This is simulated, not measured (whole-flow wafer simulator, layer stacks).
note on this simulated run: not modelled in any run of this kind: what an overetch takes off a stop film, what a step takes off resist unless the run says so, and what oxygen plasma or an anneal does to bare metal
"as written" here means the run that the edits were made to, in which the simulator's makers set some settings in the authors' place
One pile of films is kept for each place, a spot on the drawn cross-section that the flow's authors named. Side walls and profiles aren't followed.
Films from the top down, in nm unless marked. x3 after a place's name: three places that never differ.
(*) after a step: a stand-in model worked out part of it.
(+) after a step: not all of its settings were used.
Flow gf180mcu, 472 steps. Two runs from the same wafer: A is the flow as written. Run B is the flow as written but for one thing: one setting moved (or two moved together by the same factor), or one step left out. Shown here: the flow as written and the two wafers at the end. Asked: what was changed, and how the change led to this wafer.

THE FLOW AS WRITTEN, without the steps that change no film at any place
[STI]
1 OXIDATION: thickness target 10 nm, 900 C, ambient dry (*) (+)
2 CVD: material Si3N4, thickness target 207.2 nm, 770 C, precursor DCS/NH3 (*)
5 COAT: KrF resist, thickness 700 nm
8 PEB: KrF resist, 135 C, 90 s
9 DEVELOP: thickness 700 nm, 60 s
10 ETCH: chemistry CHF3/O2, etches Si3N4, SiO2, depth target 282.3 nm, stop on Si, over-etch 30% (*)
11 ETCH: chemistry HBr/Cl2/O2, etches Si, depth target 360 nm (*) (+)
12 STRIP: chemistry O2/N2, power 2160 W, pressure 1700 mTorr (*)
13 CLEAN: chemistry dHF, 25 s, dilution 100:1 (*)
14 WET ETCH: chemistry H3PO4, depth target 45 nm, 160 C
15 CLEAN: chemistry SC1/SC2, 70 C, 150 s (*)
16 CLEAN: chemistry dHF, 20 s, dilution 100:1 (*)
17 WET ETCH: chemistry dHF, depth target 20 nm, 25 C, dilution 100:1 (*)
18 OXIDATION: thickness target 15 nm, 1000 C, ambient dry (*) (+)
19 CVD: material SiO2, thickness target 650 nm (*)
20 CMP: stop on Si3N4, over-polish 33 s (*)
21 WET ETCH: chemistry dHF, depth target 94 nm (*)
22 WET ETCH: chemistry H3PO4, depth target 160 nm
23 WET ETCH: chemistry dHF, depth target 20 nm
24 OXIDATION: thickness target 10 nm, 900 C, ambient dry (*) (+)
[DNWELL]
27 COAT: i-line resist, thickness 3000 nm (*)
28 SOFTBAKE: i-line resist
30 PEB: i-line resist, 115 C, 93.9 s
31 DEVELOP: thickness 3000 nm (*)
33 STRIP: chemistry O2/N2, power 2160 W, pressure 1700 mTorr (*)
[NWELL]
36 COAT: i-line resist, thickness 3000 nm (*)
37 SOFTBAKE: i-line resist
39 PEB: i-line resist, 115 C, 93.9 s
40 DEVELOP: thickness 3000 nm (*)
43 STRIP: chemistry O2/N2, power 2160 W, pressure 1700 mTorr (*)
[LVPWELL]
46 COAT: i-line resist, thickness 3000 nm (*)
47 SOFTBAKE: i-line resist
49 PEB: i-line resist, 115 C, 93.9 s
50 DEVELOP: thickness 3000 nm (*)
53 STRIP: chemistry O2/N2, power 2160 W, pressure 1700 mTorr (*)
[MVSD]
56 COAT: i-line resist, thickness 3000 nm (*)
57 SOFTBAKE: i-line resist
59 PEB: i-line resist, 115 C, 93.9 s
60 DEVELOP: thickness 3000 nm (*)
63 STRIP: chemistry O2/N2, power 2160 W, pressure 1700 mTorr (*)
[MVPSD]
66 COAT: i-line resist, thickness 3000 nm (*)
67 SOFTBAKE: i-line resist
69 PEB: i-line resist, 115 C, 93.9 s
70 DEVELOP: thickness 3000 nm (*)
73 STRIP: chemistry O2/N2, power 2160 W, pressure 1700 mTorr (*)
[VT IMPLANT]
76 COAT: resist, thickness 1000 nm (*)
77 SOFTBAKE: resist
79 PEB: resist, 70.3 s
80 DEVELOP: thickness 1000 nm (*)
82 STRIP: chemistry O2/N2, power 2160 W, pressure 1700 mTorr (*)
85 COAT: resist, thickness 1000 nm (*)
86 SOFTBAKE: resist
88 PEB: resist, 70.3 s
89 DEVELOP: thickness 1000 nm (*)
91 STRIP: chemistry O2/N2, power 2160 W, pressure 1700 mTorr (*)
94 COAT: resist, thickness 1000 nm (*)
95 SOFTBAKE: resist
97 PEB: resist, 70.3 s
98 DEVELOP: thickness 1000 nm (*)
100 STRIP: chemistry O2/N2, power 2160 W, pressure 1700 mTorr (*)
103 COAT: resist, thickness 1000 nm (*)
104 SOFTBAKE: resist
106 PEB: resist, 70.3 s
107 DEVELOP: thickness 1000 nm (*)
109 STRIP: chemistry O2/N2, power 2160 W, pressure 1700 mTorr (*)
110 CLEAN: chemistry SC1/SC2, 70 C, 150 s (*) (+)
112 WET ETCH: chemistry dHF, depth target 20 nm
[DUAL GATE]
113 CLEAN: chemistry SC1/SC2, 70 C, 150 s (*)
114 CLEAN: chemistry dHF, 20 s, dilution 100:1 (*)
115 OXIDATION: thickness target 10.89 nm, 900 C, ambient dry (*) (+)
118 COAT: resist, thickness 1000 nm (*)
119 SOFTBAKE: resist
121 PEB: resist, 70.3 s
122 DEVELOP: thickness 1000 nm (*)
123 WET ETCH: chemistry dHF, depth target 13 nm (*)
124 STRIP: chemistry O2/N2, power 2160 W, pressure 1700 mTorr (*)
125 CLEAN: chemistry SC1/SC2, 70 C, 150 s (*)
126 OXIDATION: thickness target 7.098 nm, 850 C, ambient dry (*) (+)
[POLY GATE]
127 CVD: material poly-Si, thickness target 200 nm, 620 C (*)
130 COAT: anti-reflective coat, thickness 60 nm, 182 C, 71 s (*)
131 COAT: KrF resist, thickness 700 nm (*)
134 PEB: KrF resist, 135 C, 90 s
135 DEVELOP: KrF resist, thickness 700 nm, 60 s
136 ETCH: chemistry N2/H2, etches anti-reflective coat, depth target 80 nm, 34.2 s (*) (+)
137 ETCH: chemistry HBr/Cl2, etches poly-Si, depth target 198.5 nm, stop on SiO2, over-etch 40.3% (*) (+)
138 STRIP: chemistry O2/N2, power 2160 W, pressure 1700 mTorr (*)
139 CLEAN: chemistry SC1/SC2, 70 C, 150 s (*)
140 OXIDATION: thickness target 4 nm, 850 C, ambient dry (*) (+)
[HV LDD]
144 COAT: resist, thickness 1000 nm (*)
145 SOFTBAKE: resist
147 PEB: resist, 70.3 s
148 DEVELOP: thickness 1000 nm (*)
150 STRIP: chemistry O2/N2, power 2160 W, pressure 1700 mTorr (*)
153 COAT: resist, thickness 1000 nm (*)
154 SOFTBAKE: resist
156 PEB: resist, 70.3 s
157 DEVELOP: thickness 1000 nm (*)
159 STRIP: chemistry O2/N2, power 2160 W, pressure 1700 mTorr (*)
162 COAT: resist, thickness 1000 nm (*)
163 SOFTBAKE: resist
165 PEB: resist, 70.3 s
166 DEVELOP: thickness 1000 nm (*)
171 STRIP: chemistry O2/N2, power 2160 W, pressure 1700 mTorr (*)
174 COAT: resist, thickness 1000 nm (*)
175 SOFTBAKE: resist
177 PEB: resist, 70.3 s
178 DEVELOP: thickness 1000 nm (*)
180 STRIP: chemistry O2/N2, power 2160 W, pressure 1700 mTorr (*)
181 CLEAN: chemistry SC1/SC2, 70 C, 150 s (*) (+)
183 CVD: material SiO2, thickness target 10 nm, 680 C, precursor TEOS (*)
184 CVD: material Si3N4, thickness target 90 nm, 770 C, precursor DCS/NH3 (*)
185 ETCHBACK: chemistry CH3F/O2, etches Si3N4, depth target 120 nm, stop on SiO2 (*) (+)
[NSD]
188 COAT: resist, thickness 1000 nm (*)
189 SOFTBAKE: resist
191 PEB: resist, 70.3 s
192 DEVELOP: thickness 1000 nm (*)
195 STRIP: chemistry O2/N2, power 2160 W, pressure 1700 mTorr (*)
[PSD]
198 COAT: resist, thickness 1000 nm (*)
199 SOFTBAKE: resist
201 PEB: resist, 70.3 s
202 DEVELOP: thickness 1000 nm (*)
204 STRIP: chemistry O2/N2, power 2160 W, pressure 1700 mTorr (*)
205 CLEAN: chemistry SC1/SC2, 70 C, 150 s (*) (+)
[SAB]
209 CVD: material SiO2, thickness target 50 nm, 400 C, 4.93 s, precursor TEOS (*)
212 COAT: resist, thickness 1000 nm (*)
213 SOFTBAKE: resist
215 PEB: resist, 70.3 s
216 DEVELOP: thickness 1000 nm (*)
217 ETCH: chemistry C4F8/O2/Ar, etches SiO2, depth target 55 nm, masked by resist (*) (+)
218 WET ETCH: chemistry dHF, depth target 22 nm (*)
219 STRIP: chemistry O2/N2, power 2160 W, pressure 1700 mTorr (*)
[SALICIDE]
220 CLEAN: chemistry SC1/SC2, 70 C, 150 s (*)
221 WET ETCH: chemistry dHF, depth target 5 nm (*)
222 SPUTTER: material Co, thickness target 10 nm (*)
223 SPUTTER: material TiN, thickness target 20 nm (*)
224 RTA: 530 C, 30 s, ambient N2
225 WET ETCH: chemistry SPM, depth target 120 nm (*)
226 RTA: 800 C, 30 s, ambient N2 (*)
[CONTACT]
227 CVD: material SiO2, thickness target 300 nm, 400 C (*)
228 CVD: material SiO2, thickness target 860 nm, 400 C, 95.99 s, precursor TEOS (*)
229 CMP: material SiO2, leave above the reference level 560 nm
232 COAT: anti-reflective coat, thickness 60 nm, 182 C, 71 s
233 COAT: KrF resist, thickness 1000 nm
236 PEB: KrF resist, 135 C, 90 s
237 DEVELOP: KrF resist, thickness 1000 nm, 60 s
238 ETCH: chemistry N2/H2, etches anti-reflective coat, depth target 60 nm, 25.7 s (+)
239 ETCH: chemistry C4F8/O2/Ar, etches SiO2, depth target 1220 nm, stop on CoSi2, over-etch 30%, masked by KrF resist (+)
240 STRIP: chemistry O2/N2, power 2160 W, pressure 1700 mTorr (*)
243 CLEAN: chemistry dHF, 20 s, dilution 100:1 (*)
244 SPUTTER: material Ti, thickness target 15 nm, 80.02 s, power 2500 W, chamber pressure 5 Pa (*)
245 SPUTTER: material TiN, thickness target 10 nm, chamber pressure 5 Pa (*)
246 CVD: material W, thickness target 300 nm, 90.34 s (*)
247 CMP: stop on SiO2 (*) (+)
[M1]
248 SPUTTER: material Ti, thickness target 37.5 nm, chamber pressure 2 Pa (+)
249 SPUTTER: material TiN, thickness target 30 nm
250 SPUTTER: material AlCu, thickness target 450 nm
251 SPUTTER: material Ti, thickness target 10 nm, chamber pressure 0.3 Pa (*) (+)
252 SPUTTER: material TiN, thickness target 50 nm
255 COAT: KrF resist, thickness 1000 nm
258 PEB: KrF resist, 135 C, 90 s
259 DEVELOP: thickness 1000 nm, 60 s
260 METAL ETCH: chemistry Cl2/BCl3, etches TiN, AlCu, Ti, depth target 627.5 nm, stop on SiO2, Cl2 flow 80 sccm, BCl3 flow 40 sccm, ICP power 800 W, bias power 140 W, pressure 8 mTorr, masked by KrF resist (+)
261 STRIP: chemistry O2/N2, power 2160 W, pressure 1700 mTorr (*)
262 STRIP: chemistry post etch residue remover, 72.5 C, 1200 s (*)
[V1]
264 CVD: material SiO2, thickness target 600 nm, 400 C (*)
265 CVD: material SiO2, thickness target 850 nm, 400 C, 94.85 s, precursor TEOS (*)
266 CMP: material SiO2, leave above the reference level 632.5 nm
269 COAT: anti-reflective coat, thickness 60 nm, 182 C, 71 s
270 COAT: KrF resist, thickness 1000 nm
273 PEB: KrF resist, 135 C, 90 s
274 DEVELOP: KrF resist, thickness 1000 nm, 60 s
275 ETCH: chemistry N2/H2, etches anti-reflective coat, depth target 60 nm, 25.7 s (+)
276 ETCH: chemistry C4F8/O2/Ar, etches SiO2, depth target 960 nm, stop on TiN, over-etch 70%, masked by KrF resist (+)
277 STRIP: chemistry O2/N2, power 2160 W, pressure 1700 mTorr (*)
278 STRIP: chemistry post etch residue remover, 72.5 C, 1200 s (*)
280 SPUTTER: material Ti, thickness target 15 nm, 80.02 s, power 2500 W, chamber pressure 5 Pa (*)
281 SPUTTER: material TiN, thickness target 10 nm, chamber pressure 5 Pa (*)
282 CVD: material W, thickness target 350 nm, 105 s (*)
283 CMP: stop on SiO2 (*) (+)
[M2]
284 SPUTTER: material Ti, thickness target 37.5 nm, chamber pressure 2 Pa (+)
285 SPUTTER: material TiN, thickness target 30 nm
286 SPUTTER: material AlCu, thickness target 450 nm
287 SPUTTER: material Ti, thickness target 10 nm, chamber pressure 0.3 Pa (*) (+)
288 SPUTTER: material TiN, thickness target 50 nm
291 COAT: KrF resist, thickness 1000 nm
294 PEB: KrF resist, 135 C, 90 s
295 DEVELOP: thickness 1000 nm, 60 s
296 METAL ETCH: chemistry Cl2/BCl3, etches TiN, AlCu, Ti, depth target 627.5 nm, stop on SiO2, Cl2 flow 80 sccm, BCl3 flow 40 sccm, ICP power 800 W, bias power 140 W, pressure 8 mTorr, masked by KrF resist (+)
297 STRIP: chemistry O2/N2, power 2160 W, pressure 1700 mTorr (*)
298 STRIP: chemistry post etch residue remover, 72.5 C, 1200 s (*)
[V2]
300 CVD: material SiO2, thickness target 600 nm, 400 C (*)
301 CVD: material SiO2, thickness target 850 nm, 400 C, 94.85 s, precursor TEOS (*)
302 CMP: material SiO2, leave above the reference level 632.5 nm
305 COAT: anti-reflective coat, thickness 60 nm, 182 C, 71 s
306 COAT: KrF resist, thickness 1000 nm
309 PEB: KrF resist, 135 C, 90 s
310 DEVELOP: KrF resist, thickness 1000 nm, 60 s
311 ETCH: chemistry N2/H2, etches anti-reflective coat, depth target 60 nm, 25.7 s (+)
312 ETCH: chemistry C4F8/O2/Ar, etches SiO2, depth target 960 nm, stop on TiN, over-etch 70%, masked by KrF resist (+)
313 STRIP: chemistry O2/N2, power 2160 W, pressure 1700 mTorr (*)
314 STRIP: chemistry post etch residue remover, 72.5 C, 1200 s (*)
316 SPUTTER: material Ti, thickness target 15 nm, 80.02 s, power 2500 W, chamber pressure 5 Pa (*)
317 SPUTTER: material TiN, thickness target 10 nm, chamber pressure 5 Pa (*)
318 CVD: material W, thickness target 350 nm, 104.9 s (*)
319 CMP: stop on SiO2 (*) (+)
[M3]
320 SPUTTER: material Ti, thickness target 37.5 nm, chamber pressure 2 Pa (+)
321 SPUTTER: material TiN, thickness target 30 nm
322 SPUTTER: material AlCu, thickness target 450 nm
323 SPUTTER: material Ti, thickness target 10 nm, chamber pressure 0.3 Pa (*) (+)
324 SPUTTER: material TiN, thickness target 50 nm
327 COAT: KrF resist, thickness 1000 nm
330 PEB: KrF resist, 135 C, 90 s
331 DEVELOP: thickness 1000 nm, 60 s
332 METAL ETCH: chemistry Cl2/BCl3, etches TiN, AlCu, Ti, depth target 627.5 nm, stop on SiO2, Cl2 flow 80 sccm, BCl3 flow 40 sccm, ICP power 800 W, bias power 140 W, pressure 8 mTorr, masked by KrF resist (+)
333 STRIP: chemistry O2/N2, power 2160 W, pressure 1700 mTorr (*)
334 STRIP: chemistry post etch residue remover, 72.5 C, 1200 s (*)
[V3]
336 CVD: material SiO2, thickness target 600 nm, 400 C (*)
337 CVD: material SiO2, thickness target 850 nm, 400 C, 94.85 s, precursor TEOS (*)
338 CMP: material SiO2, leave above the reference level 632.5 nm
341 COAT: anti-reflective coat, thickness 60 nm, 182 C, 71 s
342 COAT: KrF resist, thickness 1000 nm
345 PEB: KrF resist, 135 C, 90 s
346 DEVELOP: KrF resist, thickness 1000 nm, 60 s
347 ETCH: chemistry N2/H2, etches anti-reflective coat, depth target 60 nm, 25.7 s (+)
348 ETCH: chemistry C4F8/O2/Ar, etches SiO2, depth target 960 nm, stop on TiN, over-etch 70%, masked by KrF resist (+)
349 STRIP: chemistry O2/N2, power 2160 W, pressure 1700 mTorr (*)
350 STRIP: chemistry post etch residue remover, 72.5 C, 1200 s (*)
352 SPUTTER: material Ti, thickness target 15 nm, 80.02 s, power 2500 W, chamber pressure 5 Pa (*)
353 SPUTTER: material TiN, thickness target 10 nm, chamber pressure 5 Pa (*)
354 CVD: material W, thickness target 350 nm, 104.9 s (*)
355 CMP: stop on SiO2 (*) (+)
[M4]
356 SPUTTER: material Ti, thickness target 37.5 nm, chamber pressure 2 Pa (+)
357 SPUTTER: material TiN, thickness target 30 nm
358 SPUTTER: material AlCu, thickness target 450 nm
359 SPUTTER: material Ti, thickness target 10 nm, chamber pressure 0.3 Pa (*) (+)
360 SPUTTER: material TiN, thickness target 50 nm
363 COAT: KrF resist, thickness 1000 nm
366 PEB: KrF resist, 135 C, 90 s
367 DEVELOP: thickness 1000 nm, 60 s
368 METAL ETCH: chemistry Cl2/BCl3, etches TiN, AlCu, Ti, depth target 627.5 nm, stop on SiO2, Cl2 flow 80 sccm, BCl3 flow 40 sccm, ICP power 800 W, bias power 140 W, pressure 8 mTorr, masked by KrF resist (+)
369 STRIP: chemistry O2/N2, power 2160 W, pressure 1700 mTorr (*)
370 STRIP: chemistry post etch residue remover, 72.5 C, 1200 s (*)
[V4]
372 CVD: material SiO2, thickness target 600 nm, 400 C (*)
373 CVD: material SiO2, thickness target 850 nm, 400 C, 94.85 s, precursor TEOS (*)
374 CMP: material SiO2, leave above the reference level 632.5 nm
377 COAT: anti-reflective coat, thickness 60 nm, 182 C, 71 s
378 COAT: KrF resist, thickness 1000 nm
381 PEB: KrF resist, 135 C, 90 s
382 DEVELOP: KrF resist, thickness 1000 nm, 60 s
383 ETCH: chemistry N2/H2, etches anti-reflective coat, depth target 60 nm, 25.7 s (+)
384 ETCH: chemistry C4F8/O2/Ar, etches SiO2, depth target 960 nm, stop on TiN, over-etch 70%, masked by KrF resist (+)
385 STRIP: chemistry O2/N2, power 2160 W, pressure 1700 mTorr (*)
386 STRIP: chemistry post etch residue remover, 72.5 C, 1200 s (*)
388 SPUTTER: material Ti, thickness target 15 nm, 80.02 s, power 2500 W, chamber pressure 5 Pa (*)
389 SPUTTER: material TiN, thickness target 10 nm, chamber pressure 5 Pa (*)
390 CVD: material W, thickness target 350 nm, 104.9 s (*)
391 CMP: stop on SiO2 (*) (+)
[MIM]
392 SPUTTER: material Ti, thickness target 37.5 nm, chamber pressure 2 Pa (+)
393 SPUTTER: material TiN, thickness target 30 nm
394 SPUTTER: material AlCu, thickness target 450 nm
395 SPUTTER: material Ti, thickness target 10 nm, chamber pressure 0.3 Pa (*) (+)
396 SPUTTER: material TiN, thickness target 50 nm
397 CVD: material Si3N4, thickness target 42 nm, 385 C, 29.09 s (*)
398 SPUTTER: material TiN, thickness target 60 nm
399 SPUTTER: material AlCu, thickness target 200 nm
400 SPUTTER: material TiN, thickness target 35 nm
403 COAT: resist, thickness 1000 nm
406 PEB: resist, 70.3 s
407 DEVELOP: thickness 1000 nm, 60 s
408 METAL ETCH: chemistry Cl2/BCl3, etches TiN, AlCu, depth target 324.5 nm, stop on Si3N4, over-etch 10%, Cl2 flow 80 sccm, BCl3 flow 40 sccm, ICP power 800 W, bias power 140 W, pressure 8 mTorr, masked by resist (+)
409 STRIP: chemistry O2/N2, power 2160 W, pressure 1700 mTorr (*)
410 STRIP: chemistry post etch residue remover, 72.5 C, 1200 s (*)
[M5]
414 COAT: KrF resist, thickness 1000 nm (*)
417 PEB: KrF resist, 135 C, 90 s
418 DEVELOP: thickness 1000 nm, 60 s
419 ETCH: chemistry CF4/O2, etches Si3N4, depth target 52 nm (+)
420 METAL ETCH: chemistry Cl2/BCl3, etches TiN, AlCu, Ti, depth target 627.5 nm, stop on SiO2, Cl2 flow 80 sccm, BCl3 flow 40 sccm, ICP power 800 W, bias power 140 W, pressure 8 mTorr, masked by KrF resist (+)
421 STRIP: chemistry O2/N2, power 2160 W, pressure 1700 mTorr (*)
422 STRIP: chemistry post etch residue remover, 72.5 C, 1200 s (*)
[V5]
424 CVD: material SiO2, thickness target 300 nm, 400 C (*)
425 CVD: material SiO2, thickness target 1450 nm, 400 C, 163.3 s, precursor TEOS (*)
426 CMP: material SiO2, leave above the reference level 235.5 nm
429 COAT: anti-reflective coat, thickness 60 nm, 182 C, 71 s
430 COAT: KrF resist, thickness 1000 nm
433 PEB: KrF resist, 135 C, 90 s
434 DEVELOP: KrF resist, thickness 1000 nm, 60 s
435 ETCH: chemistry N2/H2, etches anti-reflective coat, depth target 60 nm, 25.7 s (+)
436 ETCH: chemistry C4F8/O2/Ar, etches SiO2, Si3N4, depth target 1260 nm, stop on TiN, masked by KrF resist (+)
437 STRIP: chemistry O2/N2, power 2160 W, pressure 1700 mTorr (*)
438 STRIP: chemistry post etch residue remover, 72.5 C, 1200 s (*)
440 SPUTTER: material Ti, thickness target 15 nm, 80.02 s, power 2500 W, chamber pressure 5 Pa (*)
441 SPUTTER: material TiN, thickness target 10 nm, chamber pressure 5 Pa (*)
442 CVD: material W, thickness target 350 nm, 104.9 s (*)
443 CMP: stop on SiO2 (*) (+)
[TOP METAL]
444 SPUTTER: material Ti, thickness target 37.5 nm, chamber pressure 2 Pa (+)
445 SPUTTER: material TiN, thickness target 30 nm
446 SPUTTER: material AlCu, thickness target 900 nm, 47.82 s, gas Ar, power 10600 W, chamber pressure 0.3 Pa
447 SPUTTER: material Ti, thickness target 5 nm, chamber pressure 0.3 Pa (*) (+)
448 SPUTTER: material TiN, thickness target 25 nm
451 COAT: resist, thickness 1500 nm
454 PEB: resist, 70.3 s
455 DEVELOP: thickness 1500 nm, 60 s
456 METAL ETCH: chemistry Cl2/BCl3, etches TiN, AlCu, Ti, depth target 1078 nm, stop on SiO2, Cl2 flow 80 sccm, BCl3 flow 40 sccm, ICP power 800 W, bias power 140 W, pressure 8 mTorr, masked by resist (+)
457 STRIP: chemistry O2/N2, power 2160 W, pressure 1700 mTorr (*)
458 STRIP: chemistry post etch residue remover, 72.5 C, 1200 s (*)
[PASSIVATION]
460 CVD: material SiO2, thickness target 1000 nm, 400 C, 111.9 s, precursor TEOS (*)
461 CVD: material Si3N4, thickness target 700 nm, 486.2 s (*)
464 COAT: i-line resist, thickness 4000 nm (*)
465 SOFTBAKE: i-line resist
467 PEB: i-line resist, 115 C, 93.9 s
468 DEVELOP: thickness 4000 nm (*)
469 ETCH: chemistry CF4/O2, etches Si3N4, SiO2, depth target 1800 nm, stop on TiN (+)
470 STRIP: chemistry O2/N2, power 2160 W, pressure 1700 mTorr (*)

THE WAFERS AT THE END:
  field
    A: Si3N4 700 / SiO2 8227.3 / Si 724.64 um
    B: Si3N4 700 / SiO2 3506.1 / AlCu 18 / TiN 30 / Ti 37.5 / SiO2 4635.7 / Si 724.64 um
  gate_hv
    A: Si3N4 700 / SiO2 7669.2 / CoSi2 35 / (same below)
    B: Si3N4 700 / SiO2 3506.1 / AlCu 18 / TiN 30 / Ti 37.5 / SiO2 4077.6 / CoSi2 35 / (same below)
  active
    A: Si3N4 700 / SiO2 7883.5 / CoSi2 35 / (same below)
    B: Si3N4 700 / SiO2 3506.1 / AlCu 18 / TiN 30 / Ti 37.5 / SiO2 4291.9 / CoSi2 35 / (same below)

The cause: step 368, METAL ETCH: depth target 486.3 nm was run, where the flow has depth target 627.5 nm.

How the change led to this, step by step:
  368 METAL ETCH: chemistry Cl2/BCl3, etches TiN, AlCu, Ti, depth target 627.5 nm, stop on SiO2, Cl2 flow 80 sccm, BCl3 flow 40 sccm, ICP power 800 W, bias power 140 W, pressure 8 mTorr, masked by KrF resist (+)
      field, field__w1, field__w2 and 103 more: A TiN -50 (all of it), Ti -10 (all of it), AlCu -450 (all of it), TiN -30 (all of it), Ti -37.5 (all of it) | B TiN -50 (all of it), Ti -10 (all of it), AlCu -426.3
      field__w8, contact, m1, m1__w1, m1_nw: A KrF resist -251 | B KrF resist -194.5
  369 STRIP: chemistry O2/N2, power 2160 W, pressure 1700 mTorr (*)
      field__w8, contact, m1, m1__w1, m1_nw: A KrF resist -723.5 (all of it) | B KrF resist -780 (all of it)
  370 STRIP: chemistry post etch residue remover, 72.5 C, 1200 s (*)
      field, field__w1, field__w2 and 103 more: A nothing | B AlCu -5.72
  372 CVD: material SiO2, thickness target 600 nm, 400 C (*)
      field, field__w1, field__w2 and 103 more: A SiO2 +600 | B SiO2 +600 (new film)
  374 CMP: material SiO2, leave above the reference level 632.5 nm
      field, field__w1, field__w2 and 103 more: A SiO2 -300 | B SiO2 -385.5
Counting metal films that touch as one body, field has 1 body; the flow as written gives 0 bodies.
Counting metal films that touch as one body, gate_hv has 2 bodies (between them, from the top down: SiO2 4077.6); the flow as written gives 1 body.
Counting metal films that touch as one body, active has 2 bodies (between them, from the top down: SiO2 4291.9); the flow as written gives 1 body.
